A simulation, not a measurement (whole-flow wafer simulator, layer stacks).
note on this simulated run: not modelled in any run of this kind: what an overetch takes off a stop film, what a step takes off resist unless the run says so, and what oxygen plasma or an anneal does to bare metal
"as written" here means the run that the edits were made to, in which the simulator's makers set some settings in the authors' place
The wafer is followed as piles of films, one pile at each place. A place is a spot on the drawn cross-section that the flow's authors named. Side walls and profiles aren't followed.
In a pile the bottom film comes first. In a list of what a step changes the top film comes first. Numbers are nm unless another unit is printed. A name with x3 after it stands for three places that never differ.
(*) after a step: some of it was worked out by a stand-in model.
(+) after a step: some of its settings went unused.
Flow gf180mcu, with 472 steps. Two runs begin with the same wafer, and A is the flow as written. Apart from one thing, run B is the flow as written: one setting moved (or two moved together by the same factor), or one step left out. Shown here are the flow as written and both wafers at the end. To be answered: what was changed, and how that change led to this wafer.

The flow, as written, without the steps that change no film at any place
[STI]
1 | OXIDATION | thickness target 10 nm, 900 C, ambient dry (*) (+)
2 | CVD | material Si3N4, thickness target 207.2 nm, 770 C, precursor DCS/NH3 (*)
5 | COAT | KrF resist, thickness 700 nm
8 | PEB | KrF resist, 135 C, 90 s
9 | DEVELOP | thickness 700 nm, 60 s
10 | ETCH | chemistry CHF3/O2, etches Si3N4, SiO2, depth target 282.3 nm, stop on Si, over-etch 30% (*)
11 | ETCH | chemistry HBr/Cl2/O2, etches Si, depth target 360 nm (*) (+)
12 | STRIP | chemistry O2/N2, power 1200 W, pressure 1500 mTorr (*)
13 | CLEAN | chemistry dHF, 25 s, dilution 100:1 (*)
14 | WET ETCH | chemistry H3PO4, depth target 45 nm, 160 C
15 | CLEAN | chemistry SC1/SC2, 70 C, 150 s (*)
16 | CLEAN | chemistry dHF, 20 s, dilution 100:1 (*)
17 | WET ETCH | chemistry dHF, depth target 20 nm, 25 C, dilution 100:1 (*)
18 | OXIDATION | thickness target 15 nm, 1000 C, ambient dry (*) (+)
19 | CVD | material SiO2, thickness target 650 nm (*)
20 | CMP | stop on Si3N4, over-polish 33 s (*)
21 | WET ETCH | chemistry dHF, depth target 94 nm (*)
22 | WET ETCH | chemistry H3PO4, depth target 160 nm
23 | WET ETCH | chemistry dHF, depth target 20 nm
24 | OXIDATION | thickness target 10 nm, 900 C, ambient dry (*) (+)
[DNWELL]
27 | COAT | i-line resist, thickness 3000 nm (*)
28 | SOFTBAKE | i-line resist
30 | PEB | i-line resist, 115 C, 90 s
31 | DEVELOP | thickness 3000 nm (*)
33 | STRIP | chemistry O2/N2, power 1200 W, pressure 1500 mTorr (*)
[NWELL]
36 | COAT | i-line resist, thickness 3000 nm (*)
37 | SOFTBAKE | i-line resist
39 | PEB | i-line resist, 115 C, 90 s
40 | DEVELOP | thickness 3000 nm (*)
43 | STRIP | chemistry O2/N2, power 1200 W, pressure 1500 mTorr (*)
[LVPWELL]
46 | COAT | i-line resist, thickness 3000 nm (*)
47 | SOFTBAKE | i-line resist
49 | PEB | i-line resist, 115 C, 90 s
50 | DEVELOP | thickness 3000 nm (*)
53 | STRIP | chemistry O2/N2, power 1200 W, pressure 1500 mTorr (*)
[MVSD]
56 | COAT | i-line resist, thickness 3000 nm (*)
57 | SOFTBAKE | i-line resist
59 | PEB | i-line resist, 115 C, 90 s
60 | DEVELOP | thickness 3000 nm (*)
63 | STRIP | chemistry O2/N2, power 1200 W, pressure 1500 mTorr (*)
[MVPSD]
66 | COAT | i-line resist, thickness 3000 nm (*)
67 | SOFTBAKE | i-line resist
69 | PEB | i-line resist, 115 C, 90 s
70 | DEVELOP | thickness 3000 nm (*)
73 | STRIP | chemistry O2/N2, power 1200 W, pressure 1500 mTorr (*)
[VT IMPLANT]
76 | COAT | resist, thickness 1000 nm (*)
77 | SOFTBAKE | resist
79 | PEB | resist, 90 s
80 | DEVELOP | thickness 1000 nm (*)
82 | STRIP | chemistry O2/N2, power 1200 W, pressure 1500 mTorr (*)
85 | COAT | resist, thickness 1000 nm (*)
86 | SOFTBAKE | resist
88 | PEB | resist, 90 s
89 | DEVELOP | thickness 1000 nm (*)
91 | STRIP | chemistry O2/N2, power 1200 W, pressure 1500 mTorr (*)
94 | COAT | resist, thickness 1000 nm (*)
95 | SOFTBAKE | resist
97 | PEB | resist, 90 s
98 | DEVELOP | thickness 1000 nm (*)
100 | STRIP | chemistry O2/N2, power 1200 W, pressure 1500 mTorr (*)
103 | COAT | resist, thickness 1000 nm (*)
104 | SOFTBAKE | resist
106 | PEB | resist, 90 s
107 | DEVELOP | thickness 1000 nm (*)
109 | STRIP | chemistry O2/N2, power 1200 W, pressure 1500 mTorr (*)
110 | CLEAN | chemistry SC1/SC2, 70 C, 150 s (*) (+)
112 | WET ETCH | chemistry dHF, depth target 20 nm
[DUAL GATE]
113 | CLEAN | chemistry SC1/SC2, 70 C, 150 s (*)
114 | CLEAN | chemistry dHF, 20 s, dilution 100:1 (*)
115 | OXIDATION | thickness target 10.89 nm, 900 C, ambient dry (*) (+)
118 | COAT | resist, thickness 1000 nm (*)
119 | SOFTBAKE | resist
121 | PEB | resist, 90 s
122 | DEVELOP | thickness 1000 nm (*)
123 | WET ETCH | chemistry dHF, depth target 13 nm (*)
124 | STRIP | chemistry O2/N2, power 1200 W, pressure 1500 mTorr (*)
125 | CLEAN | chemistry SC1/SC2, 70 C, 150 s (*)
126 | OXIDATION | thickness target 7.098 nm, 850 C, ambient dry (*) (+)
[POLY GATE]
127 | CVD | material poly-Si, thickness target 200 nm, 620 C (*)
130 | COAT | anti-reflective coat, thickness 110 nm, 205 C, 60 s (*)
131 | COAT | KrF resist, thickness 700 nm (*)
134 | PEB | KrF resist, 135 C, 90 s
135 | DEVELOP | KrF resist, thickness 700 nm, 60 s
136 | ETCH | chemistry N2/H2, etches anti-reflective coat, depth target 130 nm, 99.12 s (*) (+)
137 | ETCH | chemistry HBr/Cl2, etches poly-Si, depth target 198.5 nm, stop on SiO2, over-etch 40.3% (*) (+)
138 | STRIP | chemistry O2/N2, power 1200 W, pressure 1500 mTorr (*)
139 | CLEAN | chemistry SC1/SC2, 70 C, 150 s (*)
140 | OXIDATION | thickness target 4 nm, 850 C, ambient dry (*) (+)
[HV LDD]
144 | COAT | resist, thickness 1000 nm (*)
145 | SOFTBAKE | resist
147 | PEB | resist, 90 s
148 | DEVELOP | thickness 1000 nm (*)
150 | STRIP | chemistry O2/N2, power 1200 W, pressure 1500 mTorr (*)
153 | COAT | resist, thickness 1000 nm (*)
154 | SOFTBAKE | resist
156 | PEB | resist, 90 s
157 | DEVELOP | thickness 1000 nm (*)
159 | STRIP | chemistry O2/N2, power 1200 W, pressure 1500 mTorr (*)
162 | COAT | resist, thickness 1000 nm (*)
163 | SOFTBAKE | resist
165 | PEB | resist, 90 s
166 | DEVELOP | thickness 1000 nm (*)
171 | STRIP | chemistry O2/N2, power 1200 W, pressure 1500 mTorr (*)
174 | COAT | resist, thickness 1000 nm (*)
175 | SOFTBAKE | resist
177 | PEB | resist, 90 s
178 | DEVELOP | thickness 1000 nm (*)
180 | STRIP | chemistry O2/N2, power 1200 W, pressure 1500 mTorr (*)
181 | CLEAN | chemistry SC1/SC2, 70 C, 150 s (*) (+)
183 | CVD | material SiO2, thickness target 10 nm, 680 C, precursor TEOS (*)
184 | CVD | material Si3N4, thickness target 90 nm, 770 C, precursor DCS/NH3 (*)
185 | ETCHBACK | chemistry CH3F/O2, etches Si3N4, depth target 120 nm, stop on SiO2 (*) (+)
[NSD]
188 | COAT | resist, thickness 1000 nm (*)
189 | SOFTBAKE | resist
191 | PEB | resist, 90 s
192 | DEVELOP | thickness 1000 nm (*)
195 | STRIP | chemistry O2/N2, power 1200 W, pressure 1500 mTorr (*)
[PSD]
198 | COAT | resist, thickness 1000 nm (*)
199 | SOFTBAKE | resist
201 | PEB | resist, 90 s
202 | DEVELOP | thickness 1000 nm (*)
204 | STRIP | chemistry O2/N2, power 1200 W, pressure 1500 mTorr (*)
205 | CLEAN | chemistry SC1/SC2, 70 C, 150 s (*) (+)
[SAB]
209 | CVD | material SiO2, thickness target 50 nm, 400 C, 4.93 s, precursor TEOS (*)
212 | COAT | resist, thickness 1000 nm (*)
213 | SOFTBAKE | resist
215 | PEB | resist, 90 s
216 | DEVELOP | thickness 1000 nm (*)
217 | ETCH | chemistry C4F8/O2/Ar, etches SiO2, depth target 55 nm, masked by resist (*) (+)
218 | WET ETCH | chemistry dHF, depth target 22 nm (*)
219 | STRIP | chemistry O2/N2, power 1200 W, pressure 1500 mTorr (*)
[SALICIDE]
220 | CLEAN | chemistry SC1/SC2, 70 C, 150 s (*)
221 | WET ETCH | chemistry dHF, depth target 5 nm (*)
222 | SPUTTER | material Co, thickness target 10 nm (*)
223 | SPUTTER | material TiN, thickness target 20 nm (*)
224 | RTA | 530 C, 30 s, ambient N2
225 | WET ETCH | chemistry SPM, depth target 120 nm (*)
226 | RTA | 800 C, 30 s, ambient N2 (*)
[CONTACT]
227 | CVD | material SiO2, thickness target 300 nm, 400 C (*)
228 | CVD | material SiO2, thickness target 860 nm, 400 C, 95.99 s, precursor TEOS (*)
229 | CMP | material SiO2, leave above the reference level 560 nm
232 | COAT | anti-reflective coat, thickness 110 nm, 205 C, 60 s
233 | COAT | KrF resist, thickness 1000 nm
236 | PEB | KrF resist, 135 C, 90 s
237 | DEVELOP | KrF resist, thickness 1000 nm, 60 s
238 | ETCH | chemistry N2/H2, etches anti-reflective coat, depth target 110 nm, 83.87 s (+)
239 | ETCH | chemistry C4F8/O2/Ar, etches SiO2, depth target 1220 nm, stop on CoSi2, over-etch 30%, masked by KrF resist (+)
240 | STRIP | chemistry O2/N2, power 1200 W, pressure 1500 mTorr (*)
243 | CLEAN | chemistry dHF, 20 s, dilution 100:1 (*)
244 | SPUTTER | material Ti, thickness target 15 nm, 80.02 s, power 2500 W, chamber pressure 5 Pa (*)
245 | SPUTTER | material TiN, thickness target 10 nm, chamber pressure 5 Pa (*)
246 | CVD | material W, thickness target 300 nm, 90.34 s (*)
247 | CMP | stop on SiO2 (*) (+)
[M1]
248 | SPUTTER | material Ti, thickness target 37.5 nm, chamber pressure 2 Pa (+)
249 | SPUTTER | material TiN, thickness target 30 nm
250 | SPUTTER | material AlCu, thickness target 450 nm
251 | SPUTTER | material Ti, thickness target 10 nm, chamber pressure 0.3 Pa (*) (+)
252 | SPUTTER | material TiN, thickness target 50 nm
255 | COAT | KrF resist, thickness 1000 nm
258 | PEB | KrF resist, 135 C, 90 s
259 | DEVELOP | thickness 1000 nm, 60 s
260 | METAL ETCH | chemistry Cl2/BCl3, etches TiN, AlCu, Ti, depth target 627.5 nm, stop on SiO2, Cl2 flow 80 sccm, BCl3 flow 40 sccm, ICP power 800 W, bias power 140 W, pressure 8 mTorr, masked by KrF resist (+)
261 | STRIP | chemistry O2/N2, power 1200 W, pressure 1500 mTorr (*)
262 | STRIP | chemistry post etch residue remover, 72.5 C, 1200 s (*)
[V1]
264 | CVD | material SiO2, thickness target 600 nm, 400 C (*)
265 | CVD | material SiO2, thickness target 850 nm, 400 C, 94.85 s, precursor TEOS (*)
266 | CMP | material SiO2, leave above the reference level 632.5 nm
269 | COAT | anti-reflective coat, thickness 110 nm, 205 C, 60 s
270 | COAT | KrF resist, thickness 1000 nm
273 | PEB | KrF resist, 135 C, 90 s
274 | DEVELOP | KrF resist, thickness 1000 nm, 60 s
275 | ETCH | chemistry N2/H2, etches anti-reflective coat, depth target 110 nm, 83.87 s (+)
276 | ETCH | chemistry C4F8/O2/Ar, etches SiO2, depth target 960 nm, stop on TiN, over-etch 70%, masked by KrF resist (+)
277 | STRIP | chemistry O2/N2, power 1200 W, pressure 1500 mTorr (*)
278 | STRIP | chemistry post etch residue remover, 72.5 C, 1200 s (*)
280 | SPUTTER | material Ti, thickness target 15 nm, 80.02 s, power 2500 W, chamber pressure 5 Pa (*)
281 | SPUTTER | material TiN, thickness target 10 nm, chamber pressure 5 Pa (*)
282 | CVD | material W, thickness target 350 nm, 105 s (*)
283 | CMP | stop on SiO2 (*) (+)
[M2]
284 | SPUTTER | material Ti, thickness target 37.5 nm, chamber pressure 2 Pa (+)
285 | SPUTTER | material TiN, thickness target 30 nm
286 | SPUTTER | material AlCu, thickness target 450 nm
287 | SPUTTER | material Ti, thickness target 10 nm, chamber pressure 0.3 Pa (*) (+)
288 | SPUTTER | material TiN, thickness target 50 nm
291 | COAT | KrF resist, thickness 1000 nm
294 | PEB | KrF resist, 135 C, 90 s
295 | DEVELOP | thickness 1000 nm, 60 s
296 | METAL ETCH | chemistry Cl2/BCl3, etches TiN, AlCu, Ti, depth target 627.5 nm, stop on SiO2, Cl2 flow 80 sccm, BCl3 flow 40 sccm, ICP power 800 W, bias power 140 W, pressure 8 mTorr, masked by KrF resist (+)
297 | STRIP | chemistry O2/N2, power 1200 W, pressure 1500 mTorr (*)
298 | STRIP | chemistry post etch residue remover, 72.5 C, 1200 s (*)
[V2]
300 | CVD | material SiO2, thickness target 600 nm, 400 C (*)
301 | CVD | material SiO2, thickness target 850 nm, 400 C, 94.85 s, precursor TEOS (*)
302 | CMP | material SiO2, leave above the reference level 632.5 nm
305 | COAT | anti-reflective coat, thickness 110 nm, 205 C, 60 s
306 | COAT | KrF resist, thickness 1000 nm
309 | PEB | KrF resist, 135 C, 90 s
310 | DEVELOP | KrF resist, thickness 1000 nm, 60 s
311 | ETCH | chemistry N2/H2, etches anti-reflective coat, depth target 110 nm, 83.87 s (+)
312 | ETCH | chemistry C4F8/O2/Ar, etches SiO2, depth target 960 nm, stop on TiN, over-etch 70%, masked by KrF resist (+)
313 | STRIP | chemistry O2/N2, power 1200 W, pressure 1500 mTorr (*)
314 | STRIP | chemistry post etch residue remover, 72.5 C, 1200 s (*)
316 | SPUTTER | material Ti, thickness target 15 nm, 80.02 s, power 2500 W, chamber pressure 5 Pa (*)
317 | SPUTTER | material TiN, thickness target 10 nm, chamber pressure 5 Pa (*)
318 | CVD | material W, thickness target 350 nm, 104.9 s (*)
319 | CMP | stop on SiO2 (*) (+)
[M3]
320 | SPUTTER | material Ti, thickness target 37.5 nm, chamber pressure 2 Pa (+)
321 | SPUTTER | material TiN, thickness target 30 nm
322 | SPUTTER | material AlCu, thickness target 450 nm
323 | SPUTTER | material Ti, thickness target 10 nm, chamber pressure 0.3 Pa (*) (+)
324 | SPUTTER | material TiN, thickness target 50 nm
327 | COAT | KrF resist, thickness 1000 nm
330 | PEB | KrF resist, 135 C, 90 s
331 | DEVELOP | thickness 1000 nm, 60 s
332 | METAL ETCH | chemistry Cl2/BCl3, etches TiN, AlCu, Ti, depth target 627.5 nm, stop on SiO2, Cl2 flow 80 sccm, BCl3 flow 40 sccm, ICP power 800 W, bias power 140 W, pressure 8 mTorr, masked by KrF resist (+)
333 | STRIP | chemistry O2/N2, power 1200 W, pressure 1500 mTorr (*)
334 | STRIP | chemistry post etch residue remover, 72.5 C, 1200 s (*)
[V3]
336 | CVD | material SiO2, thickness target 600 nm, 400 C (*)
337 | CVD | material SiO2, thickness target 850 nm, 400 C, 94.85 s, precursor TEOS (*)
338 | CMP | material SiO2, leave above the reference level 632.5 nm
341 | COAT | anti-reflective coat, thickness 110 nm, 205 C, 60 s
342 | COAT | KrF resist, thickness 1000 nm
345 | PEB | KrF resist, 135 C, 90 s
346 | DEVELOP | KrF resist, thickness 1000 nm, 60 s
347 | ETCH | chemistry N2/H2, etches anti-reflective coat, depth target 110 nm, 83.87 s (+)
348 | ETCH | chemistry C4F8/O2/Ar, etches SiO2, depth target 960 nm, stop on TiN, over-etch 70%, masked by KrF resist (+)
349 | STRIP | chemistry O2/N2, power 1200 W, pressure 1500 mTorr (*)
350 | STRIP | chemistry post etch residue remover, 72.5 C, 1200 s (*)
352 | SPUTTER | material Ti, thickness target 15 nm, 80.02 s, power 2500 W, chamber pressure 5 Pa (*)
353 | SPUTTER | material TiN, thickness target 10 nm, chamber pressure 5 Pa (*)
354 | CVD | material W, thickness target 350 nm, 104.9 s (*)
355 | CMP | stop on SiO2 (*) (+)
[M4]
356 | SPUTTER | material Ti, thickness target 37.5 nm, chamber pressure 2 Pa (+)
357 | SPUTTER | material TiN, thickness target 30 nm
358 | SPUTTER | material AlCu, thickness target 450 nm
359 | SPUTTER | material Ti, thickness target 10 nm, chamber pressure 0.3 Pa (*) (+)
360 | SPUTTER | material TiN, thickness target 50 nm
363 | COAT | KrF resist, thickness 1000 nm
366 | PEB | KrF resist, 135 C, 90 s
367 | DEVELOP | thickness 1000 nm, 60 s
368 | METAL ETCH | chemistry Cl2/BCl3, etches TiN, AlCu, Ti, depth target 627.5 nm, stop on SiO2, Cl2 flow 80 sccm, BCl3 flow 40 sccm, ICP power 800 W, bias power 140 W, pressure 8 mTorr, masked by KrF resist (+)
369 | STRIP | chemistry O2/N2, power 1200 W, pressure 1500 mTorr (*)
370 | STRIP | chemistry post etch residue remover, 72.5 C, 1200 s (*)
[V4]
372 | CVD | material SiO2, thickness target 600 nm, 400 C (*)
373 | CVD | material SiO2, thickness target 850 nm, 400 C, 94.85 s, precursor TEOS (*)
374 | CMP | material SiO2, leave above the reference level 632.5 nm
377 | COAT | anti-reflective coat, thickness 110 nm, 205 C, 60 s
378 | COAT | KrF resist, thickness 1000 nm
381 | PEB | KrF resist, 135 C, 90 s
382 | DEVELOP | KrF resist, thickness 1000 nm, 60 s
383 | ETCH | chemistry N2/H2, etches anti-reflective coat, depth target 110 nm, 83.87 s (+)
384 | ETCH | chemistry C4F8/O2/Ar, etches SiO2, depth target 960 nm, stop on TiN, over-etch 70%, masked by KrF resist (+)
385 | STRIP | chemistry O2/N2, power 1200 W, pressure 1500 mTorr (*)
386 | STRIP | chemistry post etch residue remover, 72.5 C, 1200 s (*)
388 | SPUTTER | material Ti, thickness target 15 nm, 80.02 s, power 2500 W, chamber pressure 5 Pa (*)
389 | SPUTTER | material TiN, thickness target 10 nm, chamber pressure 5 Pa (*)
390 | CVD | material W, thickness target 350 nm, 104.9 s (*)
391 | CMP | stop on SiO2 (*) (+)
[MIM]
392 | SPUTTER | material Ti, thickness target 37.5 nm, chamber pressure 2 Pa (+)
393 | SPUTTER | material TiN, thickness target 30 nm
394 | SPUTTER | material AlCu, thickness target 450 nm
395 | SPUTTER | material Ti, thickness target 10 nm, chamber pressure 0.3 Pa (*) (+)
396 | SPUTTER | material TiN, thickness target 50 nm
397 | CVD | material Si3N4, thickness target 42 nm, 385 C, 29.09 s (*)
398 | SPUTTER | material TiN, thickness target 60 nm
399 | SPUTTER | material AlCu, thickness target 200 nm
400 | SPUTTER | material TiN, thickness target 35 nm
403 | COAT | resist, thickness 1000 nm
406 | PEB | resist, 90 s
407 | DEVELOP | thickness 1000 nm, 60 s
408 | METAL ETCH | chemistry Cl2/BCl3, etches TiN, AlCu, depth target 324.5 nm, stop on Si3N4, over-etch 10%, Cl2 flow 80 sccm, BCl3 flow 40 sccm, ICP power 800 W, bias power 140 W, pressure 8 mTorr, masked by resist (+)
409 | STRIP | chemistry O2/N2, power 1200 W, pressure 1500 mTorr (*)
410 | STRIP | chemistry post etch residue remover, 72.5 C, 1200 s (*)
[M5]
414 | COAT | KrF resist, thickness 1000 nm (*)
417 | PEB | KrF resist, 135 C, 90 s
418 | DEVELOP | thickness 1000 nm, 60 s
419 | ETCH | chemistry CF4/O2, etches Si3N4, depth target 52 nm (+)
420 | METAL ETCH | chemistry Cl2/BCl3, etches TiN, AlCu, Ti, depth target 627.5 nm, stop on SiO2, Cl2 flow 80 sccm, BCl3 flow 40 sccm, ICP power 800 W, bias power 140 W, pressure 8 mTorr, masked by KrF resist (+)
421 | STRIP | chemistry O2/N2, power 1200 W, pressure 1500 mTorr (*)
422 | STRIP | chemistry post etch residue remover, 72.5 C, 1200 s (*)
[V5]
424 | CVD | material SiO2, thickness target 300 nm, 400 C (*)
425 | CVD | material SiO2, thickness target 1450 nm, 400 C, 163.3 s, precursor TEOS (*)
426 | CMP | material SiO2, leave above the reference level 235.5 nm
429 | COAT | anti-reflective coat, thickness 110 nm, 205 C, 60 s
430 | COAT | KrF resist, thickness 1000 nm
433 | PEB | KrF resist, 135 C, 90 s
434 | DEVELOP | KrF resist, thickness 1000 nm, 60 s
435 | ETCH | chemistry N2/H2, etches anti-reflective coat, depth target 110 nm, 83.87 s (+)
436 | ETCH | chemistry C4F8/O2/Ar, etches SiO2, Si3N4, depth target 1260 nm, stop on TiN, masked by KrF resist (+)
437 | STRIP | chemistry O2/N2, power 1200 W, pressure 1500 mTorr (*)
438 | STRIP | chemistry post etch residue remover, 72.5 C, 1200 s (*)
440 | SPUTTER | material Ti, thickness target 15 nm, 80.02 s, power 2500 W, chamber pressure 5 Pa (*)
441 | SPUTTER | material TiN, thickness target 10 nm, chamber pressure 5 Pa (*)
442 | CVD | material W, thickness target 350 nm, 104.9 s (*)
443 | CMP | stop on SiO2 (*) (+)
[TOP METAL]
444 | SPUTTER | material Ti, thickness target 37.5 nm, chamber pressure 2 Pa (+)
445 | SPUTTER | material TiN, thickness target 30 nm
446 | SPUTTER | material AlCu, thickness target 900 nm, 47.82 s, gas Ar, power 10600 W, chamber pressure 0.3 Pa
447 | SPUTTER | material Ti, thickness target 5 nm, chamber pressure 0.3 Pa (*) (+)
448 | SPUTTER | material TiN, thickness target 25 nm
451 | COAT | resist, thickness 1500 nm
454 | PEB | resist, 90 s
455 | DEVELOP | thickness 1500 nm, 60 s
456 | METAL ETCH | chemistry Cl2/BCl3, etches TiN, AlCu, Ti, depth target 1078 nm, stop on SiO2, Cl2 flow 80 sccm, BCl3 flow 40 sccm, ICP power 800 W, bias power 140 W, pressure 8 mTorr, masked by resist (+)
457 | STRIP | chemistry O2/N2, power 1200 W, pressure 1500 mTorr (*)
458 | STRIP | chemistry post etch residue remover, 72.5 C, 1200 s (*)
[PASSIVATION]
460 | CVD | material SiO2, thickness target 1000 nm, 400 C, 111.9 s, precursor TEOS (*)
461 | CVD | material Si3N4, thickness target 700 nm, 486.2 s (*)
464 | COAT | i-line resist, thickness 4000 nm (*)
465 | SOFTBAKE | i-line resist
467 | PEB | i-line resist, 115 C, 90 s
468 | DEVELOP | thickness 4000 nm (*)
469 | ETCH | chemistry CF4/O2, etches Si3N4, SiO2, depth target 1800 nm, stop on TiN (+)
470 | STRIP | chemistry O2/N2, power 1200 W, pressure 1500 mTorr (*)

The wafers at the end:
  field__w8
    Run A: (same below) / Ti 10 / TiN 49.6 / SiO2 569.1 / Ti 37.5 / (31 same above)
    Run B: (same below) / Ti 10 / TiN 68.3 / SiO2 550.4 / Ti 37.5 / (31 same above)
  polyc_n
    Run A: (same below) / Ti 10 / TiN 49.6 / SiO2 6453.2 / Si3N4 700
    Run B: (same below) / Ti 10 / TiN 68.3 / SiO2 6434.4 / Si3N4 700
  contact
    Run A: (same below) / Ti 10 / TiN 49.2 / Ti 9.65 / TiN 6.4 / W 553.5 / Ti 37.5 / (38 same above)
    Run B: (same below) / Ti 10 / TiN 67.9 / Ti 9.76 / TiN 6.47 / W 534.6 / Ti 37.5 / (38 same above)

What caused this: step 252, SPUTTER: thickness target 68.75 nm was run, whereas the flow has thickness target 50 nm.

Step by step, how the change led to this:
  252 | SPUTTER | material TiN, thickness target 50 nm
      field, field__w1, field__w2 and 108 more: A +50 TiN (new film) | B +68.8 TiN (new film)
  260 | METAL ETCH | chemistry Cl2/BCl3, etches TiN, AlCu, Ti, depth target 627.5 nm, stop on SiO2, Cl2 flow 80 sccm, BCl3 flow 40 sccm, ICP power 800 W, bias power 140 W, pressure 8 mTorr, masked by KrF resist (+)
      field, field__w1, field__w2 and 99 more: A -50 TiN (all of it), -10 Ti (all of it), -450 AlCu (all of it), -30 TiN (all of it), -37.5 Ti (all of it) | B -68.8 TiN (all of it), -10 Ti (all of it), -450 AlCu (all of it), -30 TiN (all of it), -37.5 Ti (all of it)
  266 | CMP | material SiO2, leave above the reference level 632.5 nm
      field__w8, contact, m1 and 6 more: A -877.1 SiO2 | B -895.8 SiO2
  276 | ETCH | chemistry C4F8/O2/Ar, etches SiO2, depth target 960 nm, stop on TiN, over-etch 70%, masked by KrF resist (+)
      field, field__w1, field__w2 and 107 more: A -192 KrF resist | B -188.1 KrF resist
      contact: A -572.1 SiO2 (all of it) | B -553.3 SiO2 (all of it)
  282 | CVD | material W, thickness target 350 nm, 105 s (*)
      contact: A +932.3 W (new film) | B +913.4 W (new film)
